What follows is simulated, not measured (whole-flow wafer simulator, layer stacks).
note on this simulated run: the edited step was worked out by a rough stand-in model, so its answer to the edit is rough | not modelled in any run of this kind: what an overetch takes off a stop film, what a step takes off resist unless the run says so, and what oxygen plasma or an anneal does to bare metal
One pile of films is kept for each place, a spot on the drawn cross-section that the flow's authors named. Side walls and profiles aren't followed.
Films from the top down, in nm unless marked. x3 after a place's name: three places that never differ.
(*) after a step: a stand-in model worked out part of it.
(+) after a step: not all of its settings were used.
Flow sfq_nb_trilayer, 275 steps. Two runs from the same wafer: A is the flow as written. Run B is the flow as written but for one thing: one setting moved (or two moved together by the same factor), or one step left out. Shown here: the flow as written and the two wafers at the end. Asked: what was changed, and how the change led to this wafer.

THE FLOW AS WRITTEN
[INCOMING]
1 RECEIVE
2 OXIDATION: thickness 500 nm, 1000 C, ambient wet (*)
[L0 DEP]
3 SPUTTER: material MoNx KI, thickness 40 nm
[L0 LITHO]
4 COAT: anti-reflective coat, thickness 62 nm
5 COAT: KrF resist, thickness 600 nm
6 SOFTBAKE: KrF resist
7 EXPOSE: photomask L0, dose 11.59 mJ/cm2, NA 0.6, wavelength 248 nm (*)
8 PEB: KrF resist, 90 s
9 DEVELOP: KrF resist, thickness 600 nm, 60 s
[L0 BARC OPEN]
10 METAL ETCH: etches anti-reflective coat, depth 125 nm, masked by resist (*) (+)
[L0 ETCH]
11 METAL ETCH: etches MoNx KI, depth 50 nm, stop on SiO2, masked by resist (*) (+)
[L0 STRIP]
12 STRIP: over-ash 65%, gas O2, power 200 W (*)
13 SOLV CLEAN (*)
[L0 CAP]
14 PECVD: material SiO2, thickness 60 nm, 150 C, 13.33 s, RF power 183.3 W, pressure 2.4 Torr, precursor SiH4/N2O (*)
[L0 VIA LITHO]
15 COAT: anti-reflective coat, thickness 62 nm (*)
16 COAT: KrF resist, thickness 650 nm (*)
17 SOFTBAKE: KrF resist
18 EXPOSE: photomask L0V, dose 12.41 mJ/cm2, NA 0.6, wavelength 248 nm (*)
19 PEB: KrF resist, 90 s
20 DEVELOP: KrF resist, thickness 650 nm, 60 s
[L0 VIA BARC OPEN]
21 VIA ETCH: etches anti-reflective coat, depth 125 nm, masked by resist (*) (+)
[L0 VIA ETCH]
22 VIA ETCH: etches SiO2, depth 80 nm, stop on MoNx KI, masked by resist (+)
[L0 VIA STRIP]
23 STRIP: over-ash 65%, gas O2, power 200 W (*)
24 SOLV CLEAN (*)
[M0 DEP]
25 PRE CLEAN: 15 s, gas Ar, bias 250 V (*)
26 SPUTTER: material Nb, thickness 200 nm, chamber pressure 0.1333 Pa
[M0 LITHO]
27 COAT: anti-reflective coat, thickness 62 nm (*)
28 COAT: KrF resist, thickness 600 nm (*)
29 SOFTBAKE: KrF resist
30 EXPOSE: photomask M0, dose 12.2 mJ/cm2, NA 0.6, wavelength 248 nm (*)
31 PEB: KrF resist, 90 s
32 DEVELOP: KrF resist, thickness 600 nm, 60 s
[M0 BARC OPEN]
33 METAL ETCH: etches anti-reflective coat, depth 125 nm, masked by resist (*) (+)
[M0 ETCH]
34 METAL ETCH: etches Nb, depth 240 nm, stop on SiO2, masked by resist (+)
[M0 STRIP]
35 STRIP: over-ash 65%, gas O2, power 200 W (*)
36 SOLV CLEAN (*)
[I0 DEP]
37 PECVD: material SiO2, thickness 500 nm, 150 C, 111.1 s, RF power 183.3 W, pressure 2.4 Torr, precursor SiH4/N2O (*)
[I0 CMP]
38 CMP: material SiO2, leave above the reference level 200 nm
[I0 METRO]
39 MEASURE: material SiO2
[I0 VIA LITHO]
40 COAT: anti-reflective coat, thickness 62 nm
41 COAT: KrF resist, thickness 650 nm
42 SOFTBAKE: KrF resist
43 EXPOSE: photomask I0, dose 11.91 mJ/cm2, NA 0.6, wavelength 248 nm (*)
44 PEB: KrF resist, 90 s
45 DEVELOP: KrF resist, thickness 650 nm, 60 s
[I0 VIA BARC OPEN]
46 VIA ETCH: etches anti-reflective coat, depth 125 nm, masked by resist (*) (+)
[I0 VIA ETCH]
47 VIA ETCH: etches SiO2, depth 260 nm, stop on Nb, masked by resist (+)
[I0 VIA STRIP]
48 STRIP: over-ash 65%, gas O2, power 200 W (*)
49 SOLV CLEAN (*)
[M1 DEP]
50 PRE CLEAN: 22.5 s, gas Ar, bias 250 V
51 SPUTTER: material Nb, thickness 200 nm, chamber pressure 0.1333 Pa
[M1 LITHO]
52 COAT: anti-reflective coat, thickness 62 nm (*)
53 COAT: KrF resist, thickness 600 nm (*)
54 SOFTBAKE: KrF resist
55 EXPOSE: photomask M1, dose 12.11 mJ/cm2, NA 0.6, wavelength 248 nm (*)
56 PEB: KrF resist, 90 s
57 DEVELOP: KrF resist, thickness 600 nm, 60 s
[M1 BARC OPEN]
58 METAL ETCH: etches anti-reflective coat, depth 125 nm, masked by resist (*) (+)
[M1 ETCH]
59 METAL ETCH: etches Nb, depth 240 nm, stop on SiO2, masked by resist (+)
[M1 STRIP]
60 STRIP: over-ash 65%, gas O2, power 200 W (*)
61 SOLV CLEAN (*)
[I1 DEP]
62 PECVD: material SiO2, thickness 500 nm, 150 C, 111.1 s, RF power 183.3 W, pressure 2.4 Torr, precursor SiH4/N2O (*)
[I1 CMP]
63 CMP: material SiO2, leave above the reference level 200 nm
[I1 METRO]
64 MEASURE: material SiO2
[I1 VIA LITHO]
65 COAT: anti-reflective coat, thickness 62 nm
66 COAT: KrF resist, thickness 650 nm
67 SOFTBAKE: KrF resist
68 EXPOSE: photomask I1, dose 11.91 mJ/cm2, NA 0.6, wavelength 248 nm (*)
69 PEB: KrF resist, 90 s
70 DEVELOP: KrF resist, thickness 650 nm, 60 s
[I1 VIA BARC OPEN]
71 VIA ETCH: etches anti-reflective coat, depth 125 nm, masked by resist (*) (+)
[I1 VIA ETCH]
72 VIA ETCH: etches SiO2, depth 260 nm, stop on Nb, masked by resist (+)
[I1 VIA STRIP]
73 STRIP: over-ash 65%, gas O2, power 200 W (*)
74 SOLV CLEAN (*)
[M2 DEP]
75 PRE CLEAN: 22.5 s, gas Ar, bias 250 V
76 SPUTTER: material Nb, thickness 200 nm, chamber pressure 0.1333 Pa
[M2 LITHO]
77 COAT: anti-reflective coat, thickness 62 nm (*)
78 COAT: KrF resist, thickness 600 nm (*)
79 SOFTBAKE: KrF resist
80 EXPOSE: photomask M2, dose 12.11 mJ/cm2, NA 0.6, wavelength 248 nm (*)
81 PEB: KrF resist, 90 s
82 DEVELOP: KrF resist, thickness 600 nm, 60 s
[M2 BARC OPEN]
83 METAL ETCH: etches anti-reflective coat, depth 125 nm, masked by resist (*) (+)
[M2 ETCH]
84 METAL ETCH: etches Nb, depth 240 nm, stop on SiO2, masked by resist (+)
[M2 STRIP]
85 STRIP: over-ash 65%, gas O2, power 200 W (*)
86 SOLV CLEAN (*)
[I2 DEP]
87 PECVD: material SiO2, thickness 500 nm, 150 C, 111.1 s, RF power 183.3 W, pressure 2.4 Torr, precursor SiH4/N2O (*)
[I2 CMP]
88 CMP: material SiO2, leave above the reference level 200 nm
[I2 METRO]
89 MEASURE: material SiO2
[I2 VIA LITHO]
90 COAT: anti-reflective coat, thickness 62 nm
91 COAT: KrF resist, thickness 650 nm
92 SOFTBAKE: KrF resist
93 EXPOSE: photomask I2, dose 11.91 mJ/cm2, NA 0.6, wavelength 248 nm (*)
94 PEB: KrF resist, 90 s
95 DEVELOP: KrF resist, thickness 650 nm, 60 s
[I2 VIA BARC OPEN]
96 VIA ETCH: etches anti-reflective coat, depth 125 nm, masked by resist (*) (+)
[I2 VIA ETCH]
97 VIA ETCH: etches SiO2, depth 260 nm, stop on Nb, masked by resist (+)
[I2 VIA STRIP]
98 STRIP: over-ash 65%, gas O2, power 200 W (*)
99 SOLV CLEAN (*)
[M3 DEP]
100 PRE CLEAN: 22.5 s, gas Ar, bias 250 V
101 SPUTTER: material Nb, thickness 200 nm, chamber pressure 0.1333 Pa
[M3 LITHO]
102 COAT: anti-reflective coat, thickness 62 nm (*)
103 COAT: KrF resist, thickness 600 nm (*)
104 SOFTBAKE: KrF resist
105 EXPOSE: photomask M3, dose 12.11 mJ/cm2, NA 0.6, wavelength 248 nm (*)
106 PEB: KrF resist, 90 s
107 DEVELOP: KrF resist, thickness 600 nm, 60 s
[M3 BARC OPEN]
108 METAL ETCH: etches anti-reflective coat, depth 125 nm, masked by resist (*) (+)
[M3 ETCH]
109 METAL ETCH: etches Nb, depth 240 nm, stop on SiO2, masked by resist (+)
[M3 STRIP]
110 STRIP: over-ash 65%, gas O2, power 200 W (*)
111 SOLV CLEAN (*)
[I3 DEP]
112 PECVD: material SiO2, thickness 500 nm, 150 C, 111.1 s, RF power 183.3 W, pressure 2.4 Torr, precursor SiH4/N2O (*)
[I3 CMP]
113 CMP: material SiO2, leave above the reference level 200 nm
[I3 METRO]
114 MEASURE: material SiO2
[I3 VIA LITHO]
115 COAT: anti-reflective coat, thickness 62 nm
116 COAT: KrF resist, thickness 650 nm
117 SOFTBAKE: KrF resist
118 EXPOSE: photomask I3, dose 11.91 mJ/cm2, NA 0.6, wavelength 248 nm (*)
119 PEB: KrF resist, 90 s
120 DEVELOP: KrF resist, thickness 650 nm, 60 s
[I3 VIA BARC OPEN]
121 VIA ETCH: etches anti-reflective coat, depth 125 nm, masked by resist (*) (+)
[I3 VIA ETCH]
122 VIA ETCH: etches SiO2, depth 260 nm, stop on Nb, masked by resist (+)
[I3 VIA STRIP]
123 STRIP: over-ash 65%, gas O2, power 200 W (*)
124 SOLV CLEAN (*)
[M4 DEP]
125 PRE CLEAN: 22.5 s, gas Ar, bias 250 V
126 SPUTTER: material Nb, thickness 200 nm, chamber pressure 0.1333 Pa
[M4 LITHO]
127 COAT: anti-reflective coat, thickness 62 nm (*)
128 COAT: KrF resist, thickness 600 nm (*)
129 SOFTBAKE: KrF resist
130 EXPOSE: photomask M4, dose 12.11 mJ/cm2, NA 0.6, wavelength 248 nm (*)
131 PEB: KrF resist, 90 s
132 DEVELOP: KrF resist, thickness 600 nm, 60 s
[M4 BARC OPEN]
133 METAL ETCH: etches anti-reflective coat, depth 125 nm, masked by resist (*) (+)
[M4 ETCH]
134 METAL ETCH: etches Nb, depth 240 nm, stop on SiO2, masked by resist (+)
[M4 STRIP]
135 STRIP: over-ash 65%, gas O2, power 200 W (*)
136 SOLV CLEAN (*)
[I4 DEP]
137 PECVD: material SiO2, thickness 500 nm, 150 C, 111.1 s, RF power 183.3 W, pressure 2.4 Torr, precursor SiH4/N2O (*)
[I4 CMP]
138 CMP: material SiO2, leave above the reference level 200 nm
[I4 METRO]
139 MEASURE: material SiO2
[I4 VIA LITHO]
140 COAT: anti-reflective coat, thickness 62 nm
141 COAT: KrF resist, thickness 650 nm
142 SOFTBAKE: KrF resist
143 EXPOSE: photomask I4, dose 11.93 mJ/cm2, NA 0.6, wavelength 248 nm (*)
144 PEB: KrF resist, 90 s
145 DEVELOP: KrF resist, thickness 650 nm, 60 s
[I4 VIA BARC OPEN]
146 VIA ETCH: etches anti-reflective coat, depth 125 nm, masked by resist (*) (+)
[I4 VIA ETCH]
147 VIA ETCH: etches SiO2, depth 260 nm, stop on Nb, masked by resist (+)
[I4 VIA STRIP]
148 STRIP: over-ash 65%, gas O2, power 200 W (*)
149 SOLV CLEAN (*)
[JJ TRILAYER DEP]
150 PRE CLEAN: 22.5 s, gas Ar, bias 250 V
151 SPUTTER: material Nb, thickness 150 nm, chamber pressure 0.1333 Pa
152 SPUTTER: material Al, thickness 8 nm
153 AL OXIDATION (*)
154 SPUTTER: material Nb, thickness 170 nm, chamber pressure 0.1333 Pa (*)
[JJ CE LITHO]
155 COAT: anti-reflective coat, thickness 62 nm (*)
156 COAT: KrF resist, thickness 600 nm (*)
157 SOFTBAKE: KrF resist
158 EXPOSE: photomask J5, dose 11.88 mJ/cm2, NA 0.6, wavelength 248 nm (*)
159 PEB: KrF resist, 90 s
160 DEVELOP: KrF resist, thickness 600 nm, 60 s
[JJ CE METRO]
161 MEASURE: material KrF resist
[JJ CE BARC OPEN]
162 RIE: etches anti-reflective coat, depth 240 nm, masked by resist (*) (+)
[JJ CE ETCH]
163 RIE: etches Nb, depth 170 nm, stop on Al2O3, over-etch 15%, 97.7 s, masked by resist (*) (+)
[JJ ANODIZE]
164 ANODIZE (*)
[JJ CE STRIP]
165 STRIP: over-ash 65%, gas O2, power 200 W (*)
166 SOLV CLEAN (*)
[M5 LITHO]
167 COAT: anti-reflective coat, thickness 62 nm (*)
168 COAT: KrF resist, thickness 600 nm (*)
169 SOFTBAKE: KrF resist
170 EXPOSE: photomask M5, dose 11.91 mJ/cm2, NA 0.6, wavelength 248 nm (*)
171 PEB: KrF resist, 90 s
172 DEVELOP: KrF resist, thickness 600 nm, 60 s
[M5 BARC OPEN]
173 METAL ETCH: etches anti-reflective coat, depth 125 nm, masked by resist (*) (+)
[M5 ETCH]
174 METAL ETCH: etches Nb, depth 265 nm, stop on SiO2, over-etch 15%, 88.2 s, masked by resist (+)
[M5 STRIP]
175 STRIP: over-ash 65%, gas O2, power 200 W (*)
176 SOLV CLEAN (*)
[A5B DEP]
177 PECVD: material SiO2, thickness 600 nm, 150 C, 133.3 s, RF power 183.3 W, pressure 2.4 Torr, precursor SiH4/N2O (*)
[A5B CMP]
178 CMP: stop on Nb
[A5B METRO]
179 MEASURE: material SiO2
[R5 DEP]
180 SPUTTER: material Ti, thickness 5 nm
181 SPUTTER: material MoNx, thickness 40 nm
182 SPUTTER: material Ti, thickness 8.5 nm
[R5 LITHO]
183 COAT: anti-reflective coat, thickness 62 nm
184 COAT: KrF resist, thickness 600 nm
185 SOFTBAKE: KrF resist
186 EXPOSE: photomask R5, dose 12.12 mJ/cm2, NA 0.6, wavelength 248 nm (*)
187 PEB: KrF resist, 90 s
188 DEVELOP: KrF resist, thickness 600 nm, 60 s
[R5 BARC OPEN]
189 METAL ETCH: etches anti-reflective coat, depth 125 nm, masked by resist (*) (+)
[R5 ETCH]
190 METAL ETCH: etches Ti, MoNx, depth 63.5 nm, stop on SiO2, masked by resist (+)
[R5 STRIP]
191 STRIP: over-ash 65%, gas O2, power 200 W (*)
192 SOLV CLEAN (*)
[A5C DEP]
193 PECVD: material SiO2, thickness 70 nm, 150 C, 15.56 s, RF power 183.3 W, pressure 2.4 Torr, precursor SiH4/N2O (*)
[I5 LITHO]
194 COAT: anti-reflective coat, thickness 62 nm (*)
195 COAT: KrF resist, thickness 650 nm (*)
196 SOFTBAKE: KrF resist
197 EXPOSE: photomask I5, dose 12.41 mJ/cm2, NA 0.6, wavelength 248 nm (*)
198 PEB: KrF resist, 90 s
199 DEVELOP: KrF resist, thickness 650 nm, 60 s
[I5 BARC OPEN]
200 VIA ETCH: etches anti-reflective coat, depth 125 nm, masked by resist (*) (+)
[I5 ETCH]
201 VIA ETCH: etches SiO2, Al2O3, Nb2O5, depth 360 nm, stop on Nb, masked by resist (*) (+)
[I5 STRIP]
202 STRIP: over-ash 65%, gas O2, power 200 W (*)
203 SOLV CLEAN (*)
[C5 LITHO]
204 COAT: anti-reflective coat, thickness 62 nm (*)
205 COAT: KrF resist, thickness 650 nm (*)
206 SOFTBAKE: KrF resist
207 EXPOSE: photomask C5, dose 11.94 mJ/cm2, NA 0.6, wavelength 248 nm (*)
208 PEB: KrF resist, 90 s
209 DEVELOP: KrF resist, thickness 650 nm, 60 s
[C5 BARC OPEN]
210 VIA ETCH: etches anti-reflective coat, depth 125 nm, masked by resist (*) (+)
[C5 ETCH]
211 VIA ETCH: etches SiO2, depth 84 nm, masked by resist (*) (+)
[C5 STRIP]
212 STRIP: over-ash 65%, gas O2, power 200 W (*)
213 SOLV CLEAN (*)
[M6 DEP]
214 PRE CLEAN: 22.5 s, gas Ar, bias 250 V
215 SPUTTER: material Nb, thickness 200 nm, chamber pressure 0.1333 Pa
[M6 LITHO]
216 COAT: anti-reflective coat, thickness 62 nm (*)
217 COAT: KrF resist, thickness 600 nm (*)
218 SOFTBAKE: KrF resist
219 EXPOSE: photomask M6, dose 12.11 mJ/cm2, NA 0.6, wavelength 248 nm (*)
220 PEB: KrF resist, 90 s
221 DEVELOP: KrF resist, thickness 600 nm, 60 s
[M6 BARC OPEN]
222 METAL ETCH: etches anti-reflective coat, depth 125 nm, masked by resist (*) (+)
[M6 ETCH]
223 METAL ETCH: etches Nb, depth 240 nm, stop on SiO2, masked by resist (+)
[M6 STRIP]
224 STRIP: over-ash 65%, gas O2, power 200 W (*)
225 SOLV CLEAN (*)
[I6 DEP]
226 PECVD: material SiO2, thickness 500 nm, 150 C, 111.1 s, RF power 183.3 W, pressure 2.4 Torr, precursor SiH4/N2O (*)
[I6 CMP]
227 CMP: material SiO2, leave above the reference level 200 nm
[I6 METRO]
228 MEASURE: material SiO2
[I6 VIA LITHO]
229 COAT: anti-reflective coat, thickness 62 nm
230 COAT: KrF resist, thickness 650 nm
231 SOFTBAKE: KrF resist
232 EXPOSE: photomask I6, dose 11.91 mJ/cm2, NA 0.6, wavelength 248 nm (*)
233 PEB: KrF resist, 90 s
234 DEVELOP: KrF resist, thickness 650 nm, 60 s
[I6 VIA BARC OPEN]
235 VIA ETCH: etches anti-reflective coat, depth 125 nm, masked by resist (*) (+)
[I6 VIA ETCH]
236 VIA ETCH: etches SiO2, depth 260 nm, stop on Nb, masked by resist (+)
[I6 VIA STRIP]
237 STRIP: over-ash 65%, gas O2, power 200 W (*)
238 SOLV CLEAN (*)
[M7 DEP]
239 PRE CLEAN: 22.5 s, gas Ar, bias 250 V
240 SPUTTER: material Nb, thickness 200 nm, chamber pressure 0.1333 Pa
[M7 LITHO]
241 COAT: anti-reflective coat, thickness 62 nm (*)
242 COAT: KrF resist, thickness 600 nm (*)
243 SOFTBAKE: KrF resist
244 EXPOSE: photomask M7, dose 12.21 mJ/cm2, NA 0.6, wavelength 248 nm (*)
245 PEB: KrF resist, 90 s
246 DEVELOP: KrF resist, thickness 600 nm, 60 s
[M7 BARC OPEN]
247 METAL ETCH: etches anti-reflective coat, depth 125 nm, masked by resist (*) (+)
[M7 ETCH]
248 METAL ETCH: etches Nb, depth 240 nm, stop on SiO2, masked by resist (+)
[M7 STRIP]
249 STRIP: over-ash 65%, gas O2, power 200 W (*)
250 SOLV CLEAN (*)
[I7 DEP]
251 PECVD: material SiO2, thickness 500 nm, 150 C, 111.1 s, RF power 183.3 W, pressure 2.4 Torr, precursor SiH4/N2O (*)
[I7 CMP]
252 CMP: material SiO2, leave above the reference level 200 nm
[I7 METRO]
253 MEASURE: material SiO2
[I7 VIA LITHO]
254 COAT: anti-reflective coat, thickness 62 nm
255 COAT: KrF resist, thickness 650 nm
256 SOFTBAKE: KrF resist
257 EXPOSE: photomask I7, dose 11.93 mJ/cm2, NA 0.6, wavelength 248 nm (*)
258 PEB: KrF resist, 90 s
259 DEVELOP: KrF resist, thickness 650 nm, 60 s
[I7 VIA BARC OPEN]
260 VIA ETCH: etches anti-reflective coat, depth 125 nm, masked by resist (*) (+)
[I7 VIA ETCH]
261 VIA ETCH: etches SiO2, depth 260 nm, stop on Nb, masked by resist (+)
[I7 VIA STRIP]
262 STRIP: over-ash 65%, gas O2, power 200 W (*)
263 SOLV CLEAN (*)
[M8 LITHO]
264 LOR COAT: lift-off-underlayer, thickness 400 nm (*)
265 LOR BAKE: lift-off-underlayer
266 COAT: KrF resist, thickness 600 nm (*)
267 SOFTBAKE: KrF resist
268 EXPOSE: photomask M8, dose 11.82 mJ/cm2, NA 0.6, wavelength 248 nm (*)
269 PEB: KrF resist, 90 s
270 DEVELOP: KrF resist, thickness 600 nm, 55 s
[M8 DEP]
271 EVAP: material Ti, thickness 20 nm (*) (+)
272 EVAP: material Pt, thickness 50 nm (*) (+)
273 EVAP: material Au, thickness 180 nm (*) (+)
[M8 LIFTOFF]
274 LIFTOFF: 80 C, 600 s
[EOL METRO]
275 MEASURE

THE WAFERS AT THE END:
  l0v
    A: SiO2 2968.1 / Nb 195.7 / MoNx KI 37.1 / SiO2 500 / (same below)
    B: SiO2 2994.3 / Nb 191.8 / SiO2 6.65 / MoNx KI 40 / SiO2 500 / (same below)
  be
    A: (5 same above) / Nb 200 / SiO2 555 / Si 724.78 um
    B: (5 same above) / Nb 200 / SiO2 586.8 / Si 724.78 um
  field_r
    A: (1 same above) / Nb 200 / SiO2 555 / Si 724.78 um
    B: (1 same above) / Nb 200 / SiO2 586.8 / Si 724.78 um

The cause: step 14, PECVD: thickness 91.8 nm was run, where the flow has thickness 60 nm; step 14, PECVD: 20.4 s was run, where the flow has 13.33 s.

How the change led to this, step by step:
  14 PECVD: material SiO2, thickness 60 nm, 150 C, 13.33 s, RF power 183.3 W, pressure 2.4 Torr, precursor SiH4/N2O (*)
      v_sur, via_wl, via_w and 97 more: A SiO2 +60 | B SiO2 +91.8
      field_l, l0_sur, l0v, l0r_line_l, l0r_line_c, l0r_line_r: A SiO2 +60 (new film) | B SiO2 +91.8 (new film)
  22 VIA ETCH: etches SiO2, depth 80 nm, stop on MoNx KI, masked by resist (+)
      l0v: A SiO2 -59.8 (all of it) | B SiO2 -80
  25 PRE CLEAN: 15 s, gas Ar, bias 250 V (*)
      l0v: A MoNx KI -2.91 | B SiO2 -5
  27 COAT: anti-reflective coat, thickness 62 nm (*)
      l0_sur: A anti-reflective coat +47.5 (new film) | B anti-reflective coat +45.9 (new film)
      l0v: A anti-reflective coat +78 (new film) | B anti-reflective coat +83.5 (new film)
  28 COAT: KrF resist, thickness 600 nm (*)
      l0v: A KrF resist +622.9 (new film) | B KrF resist +637.9 (new film)
  35 STRIP: over-ash 65%, gas O2, power 200 W (*)
      l0_sur: A KrF resist -372 (all of it), anti-reflective coat -47.5 (all of it) | B KrF resist -369.6 (all of it), anti-reflective coat -45.9 (all of it)
      l0v: A KrF resist -405.3 (all of it), anti-reflective coat -78 (all of it) | B KrF resist -420.2 (all of it), anti-reflective coat -83.5 (all of it)
  38 CMP: material SiO2, leave above the reference level 200 nm
      l0v: A SiO2 -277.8 | B SiO2 -251.6
Counting metal films that touch as one body, l0v has 2 bodies (between them, from the top down: SiO2 6.65); the flow as written gives 1 body.
